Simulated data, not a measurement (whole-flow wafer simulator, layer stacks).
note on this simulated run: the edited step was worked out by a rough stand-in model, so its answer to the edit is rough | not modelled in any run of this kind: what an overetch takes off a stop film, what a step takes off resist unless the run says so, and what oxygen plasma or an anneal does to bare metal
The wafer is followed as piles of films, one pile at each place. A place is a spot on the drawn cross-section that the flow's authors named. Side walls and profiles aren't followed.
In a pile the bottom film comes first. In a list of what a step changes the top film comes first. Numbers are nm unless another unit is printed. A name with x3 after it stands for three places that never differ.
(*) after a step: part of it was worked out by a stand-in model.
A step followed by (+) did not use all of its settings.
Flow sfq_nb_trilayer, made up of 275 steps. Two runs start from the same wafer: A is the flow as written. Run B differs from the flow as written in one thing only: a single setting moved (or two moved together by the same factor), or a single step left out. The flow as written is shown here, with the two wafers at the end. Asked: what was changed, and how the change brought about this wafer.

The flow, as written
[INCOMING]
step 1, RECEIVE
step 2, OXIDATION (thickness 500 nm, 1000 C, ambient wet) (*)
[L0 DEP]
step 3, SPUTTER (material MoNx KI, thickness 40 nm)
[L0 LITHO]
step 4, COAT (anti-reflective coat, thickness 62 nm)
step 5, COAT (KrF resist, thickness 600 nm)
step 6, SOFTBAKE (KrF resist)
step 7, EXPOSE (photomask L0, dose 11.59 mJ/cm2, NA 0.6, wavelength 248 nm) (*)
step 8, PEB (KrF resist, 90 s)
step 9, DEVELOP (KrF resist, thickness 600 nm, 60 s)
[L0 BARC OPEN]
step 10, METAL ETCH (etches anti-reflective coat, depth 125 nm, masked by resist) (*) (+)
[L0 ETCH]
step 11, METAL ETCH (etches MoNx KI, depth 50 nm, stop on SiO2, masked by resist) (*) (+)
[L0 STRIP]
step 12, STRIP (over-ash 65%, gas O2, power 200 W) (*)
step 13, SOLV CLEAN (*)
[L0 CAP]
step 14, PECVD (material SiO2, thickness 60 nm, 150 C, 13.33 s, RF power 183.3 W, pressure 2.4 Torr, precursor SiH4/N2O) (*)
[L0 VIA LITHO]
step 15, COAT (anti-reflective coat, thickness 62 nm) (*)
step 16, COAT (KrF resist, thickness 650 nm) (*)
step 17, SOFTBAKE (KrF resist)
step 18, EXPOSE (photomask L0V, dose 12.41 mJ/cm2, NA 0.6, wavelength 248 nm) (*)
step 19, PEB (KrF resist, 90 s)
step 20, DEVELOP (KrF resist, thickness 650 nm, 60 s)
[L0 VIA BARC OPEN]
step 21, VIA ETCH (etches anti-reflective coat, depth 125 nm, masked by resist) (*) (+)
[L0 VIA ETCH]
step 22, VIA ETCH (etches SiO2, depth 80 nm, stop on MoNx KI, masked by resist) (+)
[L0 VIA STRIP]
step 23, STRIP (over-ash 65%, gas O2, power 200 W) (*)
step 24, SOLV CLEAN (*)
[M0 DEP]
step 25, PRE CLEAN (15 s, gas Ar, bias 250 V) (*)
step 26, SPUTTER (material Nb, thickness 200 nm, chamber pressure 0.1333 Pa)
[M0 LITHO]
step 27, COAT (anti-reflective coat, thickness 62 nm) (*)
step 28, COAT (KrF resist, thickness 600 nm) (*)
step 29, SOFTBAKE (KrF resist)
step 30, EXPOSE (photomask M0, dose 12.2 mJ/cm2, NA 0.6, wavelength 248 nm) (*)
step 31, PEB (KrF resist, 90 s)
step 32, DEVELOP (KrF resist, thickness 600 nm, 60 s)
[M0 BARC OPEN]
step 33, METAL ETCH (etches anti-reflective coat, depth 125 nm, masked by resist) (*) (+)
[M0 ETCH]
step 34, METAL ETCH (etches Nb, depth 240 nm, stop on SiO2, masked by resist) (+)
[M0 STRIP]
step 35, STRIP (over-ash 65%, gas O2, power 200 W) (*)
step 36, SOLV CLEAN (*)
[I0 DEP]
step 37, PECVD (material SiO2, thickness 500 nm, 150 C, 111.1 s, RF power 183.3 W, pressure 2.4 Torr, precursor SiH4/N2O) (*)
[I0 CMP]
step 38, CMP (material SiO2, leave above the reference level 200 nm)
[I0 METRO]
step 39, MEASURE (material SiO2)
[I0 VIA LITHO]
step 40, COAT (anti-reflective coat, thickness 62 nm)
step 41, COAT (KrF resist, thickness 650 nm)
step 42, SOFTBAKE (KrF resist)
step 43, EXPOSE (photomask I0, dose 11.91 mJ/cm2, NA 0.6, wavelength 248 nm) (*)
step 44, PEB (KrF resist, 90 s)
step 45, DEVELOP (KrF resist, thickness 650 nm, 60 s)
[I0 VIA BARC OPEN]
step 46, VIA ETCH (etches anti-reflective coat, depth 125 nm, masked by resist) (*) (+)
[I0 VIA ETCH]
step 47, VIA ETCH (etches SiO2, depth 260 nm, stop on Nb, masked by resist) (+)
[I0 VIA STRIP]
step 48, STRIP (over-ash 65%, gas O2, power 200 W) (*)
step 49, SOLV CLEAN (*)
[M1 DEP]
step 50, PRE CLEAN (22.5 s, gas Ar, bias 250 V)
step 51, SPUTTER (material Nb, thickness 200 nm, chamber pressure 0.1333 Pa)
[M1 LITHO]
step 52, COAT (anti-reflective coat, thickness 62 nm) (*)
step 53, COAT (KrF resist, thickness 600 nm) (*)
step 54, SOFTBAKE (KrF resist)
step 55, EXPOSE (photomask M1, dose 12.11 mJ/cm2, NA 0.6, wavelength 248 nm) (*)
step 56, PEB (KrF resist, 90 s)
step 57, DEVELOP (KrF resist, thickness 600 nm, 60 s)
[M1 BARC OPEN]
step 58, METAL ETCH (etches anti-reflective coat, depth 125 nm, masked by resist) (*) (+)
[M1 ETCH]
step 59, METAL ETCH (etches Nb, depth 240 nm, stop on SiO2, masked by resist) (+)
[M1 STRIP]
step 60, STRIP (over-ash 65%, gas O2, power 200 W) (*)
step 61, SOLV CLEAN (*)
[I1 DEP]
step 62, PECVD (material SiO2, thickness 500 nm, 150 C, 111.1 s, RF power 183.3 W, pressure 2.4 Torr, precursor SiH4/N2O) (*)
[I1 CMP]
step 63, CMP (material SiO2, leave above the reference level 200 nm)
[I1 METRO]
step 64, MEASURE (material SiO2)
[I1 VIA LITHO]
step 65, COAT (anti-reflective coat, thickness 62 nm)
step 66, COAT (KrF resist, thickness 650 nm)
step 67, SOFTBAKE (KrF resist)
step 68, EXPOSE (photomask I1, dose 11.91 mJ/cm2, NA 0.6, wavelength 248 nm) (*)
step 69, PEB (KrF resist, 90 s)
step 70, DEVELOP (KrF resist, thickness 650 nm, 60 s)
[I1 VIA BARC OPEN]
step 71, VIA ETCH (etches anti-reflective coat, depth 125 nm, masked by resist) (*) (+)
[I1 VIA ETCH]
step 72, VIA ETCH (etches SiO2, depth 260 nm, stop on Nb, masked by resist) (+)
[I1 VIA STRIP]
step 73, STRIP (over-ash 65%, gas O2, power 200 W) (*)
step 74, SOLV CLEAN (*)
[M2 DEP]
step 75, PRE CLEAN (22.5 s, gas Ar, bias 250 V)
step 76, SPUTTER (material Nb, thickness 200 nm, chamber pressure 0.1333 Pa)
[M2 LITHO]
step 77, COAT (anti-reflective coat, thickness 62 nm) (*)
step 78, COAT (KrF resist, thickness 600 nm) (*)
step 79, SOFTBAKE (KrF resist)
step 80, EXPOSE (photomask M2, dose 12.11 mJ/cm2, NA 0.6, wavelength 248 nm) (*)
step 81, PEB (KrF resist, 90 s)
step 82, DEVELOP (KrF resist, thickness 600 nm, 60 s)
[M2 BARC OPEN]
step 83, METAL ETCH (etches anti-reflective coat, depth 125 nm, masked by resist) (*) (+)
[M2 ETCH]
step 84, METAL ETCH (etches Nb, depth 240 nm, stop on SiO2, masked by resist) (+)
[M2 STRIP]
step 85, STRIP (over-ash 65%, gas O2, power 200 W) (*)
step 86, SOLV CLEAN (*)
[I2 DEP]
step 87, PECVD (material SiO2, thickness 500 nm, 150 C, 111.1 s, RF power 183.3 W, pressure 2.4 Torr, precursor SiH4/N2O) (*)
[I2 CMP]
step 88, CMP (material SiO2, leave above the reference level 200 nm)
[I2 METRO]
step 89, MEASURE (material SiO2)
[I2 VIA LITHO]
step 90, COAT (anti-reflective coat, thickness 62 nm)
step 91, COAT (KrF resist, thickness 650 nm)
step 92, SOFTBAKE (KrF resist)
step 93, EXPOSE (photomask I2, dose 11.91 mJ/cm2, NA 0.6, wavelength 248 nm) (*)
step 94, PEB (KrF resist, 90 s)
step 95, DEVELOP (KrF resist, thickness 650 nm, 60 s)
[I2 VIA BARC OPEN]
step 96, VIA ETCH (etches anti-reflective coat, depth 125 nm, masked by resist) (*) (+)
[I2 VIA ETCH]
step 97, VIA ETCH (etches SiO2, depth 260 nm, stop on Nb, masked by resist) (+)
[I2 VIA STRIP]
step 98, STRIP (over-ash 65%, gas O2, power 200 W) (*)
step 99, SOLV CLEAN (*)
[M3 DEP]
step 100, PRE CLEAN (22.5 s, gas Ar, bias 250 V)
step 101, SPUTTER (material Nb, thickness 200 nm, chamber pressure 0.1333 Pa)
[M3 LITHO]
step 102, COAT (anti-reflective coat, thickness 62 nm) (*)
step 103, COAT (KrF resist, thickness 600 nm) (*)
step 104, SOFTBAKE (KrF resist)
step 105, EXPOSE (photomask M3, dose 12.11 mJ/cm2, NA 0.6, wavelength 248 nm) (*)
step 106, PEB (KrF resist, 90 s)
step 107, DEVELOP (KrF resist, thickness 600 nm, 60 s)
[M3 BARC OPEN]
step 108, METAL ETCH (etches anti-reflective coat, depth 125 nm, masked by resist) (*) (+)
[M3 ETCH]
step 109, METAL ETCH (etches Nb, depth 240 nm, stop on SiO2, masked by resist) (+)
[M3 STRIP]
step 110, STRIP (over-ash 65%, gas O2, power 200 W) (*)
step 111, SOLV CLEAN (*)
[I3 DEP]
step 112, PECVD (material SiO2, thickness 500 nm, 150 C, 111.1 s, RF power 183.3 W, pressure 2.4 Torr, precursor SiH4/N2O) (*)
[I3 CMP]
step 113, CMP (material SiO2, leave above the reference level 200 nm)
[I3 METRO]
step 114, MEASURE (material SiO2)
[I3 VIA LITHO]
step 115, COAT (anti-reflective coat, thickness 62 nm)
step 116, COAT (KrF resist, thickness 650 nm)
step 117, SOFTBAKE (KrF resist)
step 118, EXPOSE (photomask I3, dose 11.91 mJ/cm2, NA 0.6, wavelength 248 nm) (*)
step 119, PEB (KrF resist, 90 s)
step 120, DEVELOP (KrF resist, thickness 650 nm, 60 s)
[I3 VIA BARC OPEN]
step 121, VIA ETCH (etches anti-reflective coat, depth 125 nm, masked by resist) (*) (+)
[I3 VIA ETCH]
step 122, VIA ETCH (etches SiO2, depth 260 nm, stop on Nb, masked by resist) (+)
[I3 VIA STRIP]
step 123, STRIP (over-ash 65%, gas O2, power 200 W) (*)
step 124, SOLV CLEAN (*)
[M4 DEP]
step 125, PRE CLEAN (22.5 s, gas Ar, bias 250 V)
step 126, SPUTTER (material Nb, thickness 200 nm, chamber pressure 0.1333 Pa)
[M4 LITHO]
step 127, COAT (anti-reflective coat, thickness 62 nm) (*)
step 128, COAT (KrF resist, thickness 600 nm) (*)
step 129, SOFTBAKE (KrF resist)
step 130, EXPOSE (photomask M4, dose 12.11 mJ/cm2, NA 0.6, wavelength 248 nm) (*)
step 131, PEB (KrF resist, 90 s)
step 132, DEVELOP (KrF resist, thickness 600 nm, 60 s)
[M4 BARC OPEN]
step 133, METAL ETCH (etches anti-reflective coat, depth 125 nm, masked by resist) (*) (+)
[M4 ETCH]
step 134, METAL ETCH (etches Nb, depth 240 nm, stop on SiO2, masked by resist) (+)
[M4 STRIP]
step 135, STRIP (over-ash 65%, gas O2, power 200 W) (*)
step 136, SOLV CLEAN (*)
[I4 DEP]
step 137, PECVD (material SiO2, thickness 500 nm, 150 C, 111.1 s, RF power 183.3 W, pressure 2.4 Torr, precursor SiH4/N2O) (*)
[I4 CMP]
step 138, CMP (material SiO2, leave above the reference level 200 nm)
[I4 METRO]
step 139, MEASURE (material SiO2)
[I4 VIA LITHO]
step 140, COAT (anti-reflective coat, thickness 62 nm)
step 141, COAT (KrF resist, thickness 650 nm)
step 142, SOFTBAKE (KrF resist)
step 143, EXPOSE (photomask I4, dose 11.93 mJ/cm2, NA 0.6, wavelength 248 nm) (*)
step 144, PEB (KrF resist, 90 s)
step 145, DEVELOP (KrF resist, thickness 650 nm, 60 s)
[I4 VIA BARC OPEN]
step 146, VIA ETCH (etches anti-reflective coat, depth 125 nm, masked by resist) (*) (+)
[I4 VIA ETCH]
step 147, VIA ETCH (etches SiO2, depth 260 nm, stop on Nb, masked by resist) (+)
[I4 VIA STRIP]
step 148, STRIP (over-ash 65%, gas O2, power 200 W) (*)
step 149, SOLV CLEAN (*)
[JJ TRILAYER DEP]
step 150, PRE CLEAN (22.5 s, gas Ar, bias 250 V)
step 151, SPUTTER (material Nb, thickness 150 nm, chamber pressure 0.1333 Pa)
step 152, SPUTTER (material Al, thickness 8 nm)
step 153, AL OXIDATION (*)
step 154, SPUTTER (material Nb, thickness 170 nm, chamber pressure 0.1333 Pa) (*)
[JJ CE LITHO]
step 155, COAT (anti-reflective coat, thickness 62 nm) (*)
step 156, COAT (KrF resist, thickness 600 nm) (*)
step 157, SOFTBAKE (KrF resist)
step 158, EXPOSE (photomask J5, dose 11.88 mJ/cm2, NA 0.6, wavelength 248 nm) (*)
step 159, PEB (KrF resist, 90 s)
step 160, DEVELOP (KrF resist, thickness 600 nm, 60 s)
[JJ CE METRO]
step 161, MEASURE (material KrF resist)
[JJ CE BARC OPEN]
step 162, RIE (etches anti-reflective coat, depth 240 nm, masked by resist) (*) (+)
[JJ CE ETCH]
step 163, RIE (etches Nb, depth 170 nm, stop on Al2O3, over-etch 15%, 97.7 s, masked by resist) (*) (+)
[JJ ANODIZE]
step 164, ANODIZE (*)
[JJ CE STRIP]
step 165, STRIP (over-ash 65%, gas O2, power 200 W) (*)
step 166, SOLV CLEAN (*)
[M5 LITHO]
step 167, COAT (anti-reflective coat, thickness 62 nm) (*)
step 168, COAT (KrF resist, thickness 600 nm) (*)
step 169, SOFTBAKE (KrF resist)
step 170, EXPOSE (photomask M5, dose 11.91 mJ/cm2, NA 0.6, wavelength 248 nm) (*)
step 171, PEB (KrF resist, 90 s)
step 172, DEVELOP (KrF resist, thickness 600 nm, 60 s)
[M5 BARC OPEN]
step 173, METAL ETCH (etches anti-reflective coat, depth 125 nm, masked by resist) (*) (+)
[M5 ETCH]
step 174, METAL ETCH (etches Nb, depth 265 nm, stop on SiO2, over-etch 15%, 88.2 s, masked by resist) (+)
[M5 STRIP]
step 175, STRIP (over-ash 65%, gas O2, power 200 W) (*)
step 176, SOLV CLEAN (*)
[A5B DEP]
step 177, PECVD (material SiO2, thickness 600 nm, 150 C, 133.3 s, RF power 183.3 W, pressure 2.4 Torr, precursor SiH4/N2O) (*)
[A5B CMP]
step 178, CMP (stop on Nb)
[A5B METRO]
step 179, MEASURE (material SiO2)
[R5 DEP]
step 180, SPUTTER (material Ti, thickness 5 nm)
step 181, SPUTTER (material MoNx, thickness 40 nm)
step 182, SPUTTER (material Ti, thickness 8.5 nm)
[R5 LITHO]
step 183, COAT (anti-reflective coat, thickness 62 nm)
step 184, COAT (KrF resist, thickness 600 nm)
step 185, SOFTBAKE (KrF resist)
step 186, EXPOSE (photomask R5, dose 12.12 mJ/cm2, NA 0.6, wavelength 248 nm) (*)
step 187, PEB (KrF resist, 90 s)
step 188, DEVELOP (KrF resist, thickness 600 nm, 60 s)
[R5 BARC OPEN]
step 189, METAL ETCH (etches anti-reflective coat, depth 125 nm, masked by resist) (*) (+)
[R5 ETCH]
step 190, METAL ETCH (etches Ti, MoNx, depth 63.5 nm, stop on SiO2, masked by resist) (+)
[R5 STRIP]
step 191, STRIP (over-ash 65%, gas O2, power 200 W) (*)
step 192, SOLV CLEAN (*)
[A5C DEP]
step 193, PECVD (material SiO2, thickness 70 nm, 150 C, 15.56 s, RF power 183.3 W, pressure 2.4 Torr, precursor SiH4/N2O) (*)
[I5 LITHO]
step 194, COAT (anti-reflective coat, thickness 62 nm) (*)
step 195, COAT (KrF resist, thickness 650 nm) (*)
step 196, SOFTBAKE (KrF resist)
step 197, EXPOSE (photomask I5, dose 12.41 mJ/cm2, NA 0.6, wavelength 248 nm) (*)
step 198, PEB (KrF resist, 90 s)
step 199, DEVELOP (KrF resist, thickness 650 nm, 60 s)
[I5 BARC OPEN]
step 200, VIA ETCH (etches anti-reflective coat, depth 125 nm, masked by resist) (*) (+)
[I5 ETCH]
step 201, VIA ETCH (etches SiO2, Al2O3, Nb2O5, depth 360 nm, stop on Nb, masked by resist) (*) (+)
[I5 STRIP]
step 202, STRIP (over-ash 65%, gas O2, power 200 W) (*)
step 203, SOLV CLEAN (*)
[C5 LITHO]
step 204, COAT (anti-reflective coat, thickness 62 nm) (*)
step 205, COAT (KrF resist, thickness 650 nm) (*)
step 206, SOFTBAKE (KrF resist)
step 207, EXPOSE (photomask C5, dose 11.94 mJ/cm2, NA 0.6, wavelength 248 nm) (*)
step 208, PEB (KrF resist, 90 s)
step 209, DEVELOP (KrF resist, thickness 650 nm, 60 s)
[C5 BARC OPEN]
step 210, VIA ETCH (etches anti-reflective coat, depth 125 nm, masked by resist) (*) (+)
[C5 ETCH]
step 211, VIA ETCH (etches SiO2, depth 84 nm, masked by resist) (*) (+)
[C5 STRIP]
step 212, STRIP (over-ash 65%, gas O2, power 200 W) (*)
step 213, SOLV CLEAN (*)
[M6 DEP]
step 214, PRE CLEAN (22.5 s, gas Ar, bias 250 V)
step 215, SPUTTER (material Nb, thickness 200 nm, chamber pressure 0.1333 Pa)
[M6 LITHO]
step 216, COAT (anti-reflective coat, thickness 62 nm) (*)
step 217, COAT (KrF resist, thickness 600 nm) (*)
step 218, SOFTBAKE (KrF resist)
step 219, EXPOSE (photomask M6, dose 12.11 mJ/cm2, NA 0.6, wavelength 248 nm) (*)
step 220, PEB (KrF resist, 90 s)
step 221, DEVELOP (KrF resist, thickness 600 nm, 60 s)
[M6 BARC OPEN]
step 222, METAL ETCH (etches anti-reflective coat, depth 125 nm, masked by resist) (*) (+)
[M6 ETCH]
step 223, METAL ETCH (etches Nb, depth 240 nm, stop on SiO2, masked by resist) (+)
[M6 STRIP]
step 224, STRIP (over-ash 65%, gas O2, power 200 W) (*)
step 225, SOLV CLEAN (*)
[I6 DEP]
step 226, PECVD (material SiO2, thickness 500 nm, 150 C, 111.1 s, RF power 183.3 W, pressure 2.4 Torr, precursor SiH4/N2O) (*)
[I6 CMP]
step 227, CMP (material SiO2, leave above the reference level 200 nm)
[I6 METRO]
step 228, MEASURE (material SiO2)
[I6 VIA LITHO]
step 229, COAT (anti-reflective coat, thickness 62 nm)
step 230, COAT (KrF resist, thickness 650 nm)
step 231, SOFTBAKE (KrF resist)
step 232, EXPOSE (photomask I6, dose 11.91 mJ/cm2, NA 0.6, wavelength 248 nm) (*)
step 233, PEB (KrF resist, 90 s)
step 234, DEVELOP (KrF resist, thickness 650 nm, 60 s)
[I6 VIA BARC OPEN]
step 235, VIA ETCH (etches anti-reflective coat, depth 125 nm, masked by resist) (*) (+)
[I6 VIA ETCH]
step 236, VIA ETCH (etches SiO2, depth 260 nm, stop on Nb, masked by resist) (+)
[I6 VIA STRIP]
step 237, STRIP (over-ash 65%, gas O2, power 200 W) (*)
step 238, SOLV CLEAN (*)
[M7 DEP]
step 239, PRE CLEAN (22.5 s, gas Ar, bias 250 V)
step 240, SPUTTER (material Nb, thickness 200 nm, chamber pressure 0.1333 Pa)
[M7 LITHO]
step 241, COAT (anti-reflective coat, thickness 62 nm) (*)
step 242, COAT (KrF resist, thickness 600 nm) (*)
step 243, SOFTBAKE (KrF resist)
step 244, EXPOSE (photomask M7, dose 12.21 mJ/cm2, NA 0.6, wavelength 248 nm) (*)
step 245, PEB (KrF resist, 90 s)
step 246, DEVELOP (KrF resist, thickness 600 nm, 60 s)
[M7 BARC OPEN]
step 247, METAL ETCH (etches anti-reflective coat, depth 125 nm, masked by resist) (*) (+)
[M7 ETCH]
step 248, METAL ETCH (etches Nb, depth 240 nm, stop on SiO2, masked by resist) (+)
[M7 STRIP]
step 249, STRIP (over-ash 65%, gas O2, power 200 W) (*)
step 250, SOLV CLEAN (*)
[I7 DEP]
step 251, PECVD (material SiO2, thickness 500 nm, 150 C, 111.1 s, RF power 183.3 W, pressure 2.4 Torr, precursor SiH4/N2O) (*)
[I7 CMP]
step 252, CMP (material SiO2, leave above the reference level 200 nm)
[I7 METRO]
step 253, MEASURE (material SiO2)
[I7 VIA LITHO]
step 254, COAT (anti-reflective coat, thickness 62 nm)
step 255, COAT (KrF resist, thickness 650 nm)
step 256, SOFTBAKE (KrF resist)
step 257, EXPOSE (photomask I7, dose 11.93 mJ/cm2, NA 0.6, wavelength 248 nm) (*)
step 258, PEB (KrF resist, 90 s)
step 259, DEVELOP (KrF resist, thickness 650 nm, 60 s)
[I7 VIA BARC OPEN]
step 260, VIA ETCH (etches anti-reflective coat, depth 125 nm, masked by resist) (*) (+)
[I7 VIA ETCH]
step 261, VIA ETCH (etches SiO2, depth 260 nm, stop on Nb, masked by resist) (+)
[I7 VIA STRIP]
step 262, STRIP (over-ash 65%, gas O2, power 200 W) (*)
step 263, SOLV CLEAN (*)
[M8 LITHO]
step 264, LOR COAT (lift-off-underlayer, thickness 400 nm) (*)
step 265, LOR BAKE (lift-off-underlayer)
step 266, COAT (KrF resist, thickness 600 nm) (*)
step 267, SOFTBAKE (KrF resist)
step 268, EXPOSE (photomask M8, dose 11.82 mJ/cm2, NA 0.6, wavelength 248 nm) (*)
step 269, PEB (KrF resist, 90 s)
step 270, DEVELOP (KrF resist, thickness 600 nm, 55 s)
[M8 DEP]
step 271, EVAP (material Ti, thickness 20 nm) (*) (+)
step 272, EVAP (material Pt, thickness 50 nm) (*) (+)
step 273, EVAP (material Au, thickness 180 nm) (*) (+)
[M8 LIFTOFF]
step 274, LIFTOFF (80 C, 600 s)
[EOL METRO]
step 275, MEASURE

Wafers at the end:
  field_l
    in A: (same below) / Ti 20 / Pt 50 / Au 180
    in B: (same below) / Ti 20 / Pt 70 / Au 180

The reason: step 272, EVAP: thickness 70 nm was run, though the flow has thickness 50 nm.
The wafer itself shows it: field_l has Pt 70, and step 272 as written asks for 50 nm.

Step by step, how the change led to this:
  step 272, EVAP (material Pt, thickness 50 nm) (*) (+)
      field_l, v_sur, via_wl and 103 more: A Pt gains 50 (new film) | B Pt gains 70 (new film)
  step 274, LIFTOFF (80 C, 600 s)
      p4_fl, p4_fm, p4_w1 and 71 more: A Au loses 180 (all of it), Pt loses 50 (all of it), Ti loses 20 (all of it), KrF resist loses 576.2 (all of it), lift-off-underlayer loses 400 (all of it) | B Au loses 180 (all of it), Pt loses 70 (all of it), Ti loses 20 (all of it), KrF resist loses 576.2 (all of it), lift-off-underlayer loses 400 (all of it)
      c5j, ce_r: A Au loses 180 (all of it), Pt loses 50 (all of it), Ti loses 20 (all of it), KrF resist loses 573.3 (all of it), lift-off-underlayer loses 399.3 (all of it) | B Au loses 180 (all of it), Pt loses 70 (all of it), Ti loses 20 (all of it), KrF resist loses 573.3 (all of it), lift-off-underlayer loses 399.3 (all of it)
      (also at 19 further places)
